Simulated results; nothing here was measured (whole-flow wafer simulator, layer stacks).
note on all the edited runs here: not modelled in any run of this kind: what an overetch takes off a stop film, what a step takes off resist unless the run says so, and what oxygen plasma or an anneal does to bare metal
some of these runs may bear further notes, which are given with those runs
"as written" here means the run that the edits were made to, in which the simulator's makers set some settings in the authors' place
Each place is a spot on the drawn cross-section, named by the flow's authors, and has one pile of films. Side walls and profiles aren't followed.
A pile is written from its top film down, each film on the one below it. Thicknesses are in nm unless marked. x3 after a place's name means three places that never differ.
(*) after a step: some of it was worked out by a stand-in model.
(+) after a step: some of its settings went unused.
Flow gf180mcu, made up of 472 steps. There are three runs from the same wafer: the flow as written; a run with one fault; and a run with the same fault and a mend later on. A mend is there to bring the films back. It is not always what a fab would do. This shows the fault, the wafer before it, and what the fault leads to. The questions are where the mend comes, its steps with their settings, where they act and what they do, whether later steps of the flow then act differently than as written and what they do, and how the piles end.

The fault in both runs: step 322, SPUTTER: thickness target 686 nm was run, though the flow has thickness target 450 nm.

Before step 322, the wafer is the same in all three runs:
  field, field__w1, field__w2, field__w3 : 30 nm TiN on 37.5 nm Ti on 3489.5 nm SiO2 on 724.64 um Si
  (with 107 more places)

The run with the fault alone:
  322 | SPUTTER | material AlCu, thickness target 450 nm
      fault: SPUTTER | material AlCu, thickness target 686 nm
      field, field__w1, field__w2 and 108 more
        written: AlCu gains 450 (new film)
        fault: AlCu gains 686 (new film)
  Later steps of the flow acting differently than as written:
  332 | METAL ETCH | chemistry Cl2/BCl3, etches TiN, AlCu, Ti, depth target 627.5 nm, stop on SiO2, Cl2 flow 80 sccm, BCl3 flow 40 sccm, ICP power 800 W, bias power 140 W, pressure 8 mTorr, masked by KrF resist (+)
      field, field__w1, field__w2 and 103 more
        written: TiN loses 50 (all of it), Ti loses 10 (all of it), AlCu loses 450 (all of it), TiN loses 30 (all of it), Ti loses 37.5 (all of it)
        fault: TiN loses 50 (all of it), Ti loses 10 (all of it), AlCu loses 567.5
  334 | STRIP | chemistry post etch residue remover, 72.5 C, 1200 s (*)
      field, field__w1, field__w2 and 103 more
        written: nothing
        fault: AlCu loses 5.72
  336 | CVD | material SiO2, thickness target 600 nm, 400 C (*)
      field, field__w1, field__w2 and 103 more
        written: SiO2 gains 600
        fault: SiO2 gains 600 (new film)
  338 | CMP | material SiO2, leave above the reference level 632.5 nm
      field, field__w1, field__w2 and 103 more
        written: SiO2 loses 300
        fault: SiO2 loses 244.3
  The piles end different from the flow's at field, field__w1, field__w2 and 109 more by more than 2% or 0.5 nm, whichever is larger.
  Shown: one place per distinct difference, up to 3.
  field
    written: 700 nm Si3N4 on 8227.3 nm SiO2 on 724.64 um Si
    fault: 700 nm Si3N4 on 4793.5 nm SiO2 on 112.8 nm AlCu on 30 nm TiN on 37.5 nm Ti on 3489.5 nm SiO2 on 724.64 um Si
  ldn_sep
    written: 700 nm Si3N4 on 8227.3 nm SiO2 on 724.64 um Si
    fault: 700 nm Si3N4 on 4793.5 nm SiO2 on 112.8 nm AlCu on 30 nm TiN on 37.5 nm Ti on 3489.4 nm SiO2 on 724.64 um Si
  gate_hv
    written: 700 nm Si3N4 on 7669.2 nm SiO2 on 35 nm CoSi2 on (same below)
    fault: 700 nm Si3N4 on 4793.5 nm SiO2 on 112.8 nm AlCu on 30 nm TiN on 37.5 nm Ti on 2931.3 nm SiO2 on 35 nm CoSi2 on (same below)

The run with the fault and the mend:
  After step 322 comes the mend.
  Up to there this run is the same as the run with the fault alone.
  322a | METAL ETCH | chemistry Cl2/BCl3, etches TiN, AlCu, Ti, depth target 236 nm, Cl2 flow 80 sccm, BCl3 flow 40 sccm, ICP power 800 W, bias power 140 W, pressure 8 mTorr (the flow's step 260, run once more with other settings)
      field, field__w1, field__w2 and 108 more
        AlCu loses 236
  Later steps of the flow that are run all act as written at every place that is followed.
  By the end, the piles equal the flow's at every place that both follow.
